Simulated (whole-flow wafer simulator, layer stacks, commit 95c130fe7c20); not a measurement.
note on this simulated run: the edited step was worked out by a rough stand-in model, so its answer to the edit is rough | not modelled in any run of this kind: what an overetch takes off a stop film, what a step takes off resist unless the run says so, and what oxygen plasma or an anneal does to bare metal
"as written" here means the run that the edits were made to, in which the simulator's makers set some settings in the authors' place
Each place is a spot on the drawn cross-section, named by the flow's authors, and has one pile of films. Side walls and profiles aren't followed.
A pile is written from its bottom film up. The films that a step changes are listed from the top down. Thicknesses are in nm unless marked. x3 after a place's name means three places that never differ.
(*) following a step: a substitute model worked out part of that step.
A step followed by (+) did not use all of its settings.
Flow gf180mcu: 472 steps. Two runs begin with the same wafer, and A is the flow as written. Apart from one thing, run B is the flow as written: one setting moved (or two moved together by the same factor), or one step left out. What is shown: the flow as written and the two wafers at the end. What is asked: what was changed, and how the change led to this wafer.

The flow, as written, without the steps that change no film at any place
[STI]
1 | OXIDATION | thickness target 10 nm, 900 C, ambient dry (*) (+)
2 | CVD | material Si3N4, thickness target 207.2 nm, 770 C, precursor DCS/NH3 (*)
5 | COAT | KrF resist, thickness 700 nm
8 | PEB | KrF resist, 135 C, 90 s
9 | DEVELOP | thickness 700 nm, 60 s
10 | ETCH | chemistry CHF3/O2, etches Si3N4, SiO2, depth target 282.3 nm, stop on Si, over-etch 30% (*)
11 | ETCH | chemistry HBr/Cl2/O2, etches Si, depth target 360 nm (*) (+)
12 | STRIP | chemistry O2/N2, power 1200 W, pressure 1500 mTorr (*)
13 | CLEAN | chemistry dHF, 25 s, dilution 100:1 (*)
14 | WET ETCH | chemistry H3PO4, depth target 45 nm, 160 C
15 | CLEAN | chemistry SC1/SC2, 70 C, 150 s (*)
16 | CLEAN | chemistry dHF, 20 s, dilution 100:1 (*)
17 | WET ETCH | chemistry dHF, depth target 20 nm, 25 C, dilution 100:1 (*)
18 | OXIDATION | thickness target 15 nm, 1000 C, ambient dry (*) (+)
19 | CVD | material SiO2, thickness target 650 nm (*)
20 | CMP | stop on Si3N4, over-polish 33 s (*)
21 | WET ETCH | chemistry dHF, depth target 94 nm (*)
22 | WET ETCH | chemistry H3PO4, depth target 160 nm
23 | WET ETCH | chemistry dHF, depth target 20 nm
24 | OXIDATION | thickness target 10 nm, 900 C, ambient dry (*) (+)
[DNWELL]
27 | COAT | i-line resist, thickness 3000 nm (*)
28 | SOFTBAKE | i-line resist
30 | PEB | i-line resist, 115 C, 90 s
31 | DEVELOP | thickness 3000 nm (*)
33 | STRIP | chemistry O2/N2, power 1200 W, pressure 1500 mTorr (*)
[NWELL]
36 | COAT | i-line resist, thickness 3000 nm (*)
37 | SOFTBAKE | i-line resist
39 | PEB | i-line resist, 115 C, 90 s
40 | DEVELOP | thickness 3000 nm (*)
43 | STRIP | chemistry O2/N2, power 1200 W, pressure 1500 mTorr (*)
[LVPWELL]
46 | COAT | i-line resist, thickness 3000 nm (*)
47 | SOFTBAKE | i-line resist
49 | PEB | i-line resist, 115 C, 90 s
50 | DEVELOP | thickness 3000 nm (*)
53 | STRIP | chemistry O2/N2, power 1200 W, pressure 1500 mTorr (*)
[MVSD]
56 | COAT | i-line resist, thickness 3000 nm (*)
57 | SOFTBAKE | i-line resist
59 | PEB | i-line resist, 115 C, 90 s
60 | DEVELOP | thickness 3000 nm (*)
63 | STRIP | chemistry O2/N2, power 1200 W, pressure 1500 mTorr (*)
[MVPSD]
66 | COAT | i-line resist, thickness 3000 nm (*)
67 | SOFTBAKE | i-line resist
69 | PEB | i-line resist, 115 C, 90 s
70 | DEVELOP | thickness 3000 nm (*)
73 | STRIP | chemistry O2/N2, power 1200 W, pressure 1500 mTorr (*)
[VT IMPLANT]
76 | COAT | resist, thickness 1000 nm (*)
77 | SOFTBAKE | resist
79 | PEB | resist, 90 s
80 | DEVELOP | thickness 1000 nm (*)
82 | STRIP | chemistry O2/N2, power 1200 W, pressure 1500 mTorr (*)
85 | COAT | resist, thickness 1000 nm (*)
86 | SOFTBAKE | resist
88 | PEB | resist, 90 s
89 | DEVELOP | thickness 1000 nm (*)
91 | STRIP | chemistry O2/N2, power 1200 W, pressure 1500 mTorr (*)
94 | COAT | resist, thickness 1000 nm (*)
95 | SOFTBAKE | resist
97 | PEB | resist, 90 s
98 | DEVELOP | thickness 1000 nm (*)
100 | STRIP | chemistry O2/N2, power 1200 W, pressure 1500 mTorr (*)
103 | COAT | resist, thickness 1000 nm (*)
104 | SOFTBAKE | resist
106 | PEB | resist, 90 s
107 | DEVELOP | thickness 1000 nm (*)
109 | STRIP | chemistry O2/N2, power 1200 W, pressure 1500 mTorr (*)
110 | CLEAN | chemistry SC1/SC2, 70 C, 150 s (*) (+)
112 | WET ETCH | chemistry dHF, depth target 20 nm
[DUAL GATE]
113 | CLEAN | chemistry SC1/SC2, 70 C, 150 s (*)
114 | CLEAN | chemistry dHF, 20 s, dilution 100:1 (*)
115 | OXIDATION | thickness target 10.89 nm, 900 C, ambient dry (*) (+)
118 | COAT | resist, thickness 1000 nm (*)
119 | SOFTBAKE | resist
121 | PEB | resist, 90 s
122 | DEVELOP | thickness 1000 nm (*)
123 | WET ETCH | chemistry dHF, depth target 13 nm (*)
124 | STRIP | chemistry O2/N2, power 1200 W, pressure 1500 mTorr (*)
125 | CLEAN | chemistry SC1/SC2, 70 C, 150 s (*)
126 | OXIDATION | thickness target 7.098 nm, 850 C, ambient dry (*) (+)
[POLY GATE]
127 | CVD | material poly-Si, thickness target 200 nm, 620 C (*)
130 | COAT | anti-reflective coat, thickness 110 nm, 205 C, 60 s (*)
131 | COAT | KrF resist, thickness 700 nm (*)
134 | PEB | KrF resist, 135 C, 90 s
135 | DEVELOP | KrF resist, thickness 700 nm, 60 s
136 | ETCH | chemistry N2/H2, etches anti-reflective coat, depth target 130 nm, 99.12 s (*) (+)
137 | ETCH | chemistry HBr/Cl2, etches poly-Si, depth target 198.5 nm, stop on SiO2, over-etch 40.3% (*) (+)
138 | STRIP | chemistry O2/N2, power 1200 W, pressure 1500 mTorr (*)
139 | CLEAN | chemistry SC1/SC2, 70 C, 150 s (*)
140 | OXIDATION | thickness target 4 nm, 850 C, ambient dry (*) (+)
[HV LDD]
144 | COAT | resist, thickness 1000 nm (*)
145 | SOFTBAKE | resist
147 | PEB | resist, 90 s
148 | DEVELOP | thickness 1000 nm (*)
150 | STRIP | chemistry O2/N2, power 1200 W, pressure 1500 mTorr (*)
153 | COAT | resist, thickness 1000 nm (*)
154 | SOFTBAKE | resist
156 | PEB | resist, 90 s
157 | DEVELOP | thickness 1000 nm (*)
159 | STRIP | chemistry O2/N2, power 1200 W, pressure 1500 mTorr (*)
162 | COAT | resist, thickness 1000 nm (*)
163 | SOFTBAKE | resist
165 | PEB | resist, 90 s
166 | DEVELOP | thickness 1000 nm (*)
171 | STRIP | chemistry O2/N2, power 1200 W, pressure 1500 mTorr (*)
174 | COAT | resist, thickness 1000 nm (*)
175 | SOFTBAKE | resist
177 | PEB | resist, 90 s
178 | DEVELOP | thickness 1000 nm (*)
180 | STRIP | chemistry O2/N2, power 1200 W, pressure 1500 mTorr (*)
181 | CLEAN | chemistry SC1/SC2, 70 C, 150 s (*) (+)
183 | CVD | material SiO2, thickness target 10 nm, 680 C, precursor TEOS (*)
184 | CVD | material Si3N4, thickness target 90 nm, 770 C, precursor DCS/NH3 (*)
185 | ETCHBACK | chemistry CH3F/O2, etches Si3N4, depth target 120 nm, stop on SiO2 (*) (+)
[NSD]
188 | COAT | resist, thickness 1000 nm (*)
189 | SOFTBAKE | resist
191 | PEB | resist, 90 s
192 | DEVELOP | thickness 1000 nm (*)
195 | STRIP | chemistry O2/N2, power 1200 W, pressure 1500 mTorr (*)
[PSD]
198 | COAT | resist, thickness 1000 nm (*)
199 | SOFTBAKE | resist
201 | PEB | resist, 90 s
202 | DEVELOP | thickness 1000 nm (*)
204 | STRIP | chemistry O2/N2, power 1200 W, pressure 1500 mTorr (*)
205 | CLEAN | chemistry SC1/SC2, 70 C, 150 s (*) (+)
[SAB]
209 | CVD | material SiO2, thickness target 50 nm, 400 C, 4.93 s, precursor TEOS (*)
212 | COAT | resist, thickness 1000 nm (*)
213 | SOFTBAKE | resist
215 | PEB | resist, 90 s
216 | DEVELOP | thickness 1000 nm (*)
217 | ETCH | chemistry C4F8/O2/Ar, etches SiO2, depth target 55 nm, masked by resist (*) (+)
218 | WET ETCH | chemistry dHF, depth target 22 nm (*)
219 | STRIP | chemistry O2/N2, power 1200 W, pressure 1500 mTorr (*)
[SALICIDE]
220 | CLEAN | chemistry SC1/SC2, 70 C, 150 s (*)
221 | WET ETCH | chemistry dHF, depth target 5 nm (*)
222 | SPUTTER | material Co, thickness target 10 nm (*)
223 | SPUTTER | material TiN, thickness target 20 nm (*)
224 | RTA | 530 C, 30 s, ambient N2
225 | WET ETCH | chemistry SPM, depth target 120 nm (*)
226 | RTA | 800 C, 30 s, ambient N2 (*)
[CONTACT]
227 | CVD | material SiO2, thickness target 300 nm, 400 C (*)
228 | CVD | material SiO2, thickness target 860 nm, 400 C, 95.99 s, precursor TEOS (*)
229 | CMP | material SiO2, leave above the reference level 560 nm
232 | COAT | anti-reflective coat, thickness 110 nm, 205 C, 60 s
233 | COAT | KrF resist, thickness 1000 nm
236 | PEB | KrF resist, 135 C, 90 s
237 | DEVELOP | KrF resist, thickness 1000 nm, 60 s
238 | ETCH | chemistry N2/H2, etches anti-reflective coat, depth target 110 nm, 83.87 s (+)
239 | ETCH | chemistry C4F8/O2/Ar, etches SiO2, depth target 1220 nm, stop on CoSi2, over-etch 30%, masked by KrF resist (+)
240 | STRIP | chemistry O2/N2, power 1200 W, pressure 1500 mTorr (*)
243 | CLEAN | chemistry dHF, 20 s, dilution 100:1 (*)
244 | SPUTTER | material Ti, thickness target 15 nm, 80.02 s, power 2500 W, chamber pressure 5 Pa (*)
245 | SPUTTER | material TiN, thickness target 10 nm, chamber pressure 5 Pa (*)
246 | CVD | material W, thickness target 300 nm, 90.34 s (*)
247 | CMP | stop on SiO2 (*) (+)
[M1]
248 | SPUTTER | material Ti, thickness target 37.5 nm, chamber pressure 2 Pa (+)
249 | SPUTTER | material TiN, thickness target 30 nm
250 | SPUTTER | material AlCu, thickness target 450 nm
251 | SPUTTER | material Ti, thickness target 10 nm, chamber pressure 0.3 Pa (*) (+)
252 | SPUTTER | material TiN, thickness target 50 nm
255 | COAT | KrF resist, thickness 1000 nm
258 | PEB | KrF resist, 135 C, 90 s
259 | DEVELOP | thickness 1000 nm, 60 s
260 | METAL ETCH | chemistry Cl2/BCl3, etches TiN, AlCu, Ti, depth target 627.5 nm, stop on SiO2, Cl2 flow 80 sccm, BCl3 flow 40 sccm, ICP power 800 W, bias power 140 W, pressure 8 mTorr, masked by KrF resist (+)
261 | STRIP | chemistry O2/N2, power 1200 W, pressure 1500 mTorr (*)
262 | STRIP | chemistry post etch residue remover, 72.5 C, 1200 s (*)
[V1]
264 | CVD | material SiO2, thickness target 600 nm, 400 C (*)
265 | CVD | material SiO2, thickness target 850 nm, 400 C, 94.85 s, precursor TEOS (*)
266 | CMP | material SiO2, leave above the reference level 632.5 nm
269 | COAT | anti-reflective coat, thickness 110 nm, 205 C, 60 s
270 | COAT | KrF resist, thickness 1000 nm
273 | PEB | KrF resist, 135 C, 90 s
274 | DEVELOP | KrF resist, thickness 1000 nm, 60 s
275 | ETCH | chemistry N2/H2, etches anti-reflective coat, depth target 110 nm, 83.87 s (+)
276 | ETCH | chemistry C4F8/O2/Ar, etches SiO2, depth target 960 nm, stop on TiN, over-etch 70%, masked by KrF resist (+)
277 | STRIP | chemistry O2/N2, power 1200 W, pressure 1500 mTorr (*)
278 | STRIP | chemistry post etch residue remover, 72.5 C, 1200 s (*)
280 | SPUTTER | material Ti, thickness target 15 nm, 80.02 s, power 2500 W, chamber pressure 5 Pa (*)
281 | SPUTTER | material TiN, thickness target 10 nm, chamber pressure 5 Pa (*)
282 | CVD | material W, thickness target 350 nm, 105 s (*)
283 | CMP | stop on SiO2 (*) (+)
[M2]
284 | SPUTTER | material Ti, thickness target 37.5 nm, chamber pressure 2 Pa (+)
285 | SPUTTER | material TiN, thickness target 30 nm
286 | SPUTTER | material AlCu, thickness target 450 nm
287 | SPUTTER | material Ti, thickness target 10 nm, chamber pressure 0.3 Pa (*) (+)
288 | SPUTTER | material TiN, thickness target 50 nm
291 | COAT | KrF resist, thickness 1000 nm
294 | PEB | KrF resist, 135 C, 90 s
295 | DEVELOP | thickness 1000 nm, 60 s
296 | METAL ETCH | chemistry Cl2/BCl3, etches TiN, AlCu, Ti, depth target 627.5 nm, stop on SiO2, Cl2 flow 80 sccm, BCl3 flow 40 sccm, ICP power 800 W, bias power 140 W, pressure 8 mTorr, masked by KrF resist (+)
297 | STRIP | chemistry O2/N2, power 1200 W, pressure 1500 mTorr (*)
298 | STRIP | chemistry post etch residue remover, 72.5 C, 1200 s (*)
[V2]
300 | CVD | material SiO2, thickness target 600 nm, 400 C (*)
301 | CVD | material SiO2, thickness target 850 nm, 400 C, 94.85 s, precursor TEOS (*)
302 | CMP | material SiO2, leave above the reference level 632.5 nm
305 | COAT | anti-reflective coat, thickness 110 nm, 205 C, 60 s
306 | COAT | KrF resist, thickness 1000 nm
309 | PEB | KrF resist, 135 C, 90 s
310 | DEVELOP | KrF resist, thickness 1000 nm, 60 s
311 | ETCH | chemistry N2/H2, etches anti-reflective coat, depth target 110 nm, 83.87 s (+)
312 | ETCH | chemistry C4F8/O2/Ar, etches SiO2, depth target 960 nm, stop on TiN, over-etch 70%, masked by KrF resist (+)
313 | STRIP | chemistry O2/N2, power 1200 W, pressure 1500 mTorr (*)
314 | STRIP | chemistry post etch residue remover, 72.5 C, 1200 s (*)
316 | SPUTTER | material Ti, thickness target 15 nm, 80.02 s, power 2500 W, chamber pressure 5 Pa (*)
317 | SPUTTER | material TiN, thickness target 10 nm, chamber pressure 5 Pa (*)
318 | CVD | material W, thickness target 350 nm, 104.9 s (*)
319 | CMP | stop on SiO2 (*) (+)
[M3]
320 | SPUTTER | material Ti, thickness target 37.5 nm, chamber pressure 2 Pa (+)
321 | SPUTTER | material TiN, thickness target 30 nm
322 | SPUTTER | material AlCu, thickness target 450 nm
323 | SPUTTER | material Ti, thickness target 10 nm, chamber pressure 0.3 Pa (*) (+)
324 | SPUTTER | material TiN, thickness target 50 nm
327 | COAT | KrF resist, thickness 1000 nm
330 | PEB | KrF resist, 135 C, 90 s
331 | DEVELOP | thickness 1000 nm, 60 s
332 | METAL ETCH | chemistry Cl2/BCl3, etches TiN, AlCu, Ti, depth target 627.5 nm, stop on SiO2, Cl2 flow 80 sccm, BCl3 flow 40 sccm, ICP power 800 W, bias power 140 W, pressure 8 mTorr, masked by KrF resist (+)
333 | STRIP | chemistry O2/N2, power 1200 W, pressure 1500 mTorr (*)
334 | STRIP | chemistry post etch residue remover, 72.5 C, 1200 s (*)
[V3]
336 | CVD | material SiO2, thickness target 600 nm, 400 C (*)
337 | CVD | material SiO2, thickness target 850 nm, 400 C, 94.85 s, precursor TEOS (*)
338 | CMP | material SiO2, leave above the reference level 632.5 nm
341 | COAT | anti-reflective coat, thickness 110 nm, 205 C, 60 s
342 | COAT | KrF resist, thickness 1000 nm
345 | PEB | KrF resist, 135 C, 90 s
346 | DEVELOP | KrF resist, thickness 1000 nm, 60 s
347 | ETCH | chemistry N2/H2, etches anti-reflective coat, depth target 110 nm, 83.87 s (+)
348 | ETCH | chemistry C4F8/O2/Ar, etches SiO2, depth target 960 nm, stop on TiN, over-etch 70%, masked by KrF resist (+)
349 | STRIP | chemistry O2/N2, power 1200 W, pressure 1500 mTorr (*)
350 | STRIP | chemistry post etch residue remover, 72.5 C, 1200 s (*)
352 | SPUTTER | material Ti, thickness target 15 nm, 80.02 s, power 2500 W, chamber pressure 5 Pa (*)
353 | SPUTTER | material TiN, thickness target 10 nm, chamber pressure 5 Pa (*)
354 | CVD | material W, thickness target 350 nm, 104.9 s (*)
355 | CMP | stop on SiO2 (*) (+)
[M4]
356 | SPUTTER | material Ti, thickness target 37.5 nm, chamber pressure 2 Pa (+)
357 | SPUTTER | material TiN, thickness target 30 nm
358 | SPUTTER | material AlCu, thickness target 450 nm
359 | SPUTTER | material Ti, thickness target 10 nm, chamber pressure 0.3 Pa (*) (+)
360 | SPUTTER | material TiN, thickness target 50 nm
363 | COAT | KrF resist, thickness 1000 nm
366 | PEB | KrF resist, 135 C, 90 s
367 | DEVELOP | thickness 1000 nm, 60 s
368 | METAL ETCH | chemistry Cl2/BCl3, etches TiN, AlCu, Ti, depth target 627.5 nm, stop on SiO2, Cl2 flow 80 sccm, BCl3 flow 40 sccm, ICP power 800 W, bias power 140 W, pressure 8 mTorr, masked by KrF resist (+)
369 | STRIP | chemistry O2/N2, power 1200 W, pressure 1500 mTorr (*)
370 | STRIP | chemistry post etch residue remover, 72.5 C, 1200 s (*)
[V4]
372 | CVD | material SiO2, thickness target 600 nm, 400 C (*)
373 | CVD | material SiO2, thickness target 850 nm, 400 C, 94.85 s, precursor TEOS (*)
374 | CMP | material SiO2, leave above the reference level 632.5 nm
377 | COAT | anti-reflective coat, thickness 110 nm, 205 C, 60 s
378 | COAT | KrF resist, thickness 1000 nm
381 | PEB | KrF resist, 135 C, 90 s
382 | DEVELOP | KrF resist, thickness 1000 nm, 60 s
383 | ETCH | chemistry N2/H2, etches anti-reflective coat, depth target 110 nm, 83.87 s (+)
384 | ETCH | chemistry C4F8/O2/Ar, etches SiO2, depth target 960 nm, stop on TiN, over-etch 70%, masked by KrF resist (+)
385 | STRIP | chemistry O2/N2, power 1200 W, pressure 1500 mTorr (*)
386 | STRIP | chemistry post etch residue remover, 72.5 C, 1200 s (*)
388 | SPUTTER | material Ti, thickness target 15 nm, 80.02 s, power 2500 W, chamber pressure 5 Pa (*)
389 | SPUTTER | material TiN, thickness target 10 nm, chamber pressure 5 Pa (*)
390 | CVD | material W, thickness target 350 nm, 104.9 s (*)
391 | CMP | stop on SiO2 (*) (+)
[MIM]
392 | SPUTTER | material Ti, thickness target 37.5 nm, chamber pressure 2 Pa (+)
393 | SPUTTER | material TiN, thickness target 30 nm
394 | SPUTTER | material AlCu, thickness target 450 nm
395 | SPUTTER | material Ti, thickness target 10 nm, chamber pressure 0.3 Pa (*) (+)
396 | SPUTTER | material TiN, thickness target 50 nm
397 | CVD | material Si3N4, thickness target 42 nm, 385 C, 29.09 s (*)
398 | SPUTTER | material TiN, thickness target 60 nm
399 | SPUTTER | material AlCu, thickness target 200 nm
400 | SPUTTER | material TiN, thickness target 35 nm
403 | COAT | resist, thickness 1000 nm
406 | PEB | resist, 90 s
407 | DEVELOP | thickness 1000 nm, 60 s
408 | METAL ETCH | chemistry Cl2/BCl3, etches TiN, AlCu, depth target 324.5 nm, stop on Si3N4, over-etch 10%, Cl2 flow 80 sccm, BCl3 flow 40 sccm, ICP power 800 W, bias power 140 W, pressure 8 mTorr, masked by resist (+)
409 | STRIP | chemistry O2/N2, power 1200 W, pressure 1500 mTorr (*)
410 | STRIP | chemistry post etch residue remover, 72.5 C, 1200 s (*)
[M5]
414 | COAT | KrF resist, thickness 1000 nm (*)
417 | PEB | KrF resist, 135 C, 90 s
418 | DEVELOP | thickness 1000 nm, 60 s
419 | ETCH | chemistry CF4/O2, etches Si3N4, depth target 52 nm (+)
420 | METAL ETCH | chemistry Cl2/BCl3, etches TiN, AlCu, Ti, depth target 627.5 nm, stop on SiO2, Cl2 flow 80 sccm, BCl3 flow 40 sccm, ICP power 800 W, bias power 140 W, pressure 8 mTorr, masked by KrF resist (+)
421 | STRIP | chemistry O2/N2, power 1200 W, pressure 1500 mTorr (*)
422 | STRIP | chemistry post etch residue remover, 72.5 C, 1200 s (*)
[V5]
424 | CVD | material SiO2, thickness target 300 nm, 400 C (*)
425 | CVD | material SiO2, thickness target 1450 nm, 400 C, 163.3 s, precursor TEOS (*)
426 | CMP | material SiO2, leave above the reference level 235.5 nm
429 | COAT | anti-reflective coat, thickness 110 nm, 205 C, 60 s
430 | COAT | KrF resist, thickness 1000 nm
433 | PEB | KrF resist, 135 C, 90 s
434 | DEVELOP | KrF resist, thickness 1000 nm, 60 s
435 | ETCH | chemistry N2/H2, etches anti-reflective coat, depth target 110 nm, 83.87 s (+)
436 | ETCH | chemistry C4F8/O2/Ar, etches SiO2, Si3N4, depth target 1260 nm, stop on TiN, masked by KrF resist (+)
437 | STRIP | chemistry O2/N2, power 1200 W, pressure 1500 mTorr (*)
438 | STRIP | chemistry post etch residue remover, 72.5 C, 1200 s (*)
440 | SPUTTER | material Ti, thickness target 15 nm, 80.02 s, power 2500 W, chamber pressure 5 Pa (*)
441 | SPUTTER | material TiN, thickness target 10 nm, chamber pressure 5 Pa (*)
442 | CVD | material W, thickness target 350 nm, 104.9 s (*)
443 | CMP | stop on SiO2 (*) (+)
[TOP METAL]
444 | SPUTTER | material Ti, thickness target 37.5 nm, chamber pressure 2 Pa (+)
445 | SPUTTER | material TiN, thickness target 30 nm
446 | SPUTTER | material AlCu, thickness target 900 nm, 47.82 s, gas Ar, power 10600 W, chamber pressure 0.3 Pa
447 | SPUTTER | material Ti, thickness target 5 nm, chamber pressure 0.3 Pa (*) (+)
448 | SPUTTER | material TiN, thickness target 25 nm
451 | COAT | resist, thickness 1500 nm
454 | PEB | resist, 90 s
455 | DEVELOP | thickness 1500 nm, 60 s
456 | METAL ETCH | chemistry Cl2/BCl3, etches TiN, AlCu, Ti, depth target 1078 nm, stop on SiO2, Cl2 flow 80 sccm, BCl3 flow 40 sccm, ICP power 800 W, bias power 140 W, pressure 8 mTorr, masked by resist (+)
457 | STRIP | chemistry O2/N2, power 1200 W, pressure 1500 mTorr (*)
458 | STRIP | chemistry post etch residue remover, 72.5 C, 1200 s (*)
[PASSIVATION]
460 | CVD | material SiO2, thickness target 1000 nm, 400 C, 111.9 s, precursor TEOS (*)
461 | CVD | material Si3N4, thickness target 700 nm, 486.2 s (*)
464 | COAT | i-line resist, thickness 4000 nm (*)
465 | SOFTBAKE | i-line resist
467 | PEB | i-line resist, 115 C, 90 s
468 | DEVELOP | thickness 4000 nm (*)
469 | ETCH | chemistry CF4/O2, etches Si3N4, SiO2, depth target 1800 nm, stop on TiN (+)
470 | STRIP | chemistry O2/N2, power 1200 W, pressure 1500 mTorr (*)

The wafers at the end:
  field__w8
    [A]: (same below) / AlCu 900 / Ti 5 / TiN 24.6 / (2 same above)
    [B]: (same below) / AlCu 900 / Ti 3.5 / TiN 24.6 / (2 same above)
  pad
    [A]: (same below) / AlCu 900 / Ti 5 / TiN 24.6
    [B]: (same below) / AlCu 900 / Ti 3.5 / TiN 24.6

What caused this: step 447, SPUTTER: thickness target 3.5 nm was run, while the flow as written has thickness target 5 nm.
The wafer itself shows it: field__w8 has Ti 3.5, and step 447 as written asks for 5 nm.

Step by step, how the change led to this:
  447 | SPUTTER | material Ti, thickness target 5 nm, chamber pressure 0.3 Pa (*) (+)
      field, field__w1, field__w2 and 109 more: A Ti gains 5 (new film) | B Ti gains 3.5 (new film)
  456 | METAL ETCH | chemistry Cl2/BCl3, etches TiN, AlCu, Ti, depth target 1078 nm, stop on SiO2, Cl2 flow 80 sccm, BCl3 flow 40 sccm, ICP power 800 W, bias power 140 W, pressure 8 mTorr, masked by resist (+)
      field, field__w1, field__w2 and 103 more: A TiN loses 25 (all of it), Ti loses 5 (all of it), AlCu loses 900 (all of it), TiN loses 30 (all of it), Ti loses 37.5 (all of it) | B TiN loses 25 (all of it), Ti loses 3.5 (all of it), AlCu loses 900 (all of it), TiN loses 30 (all of it), Ti loses 37.5 (all of it)
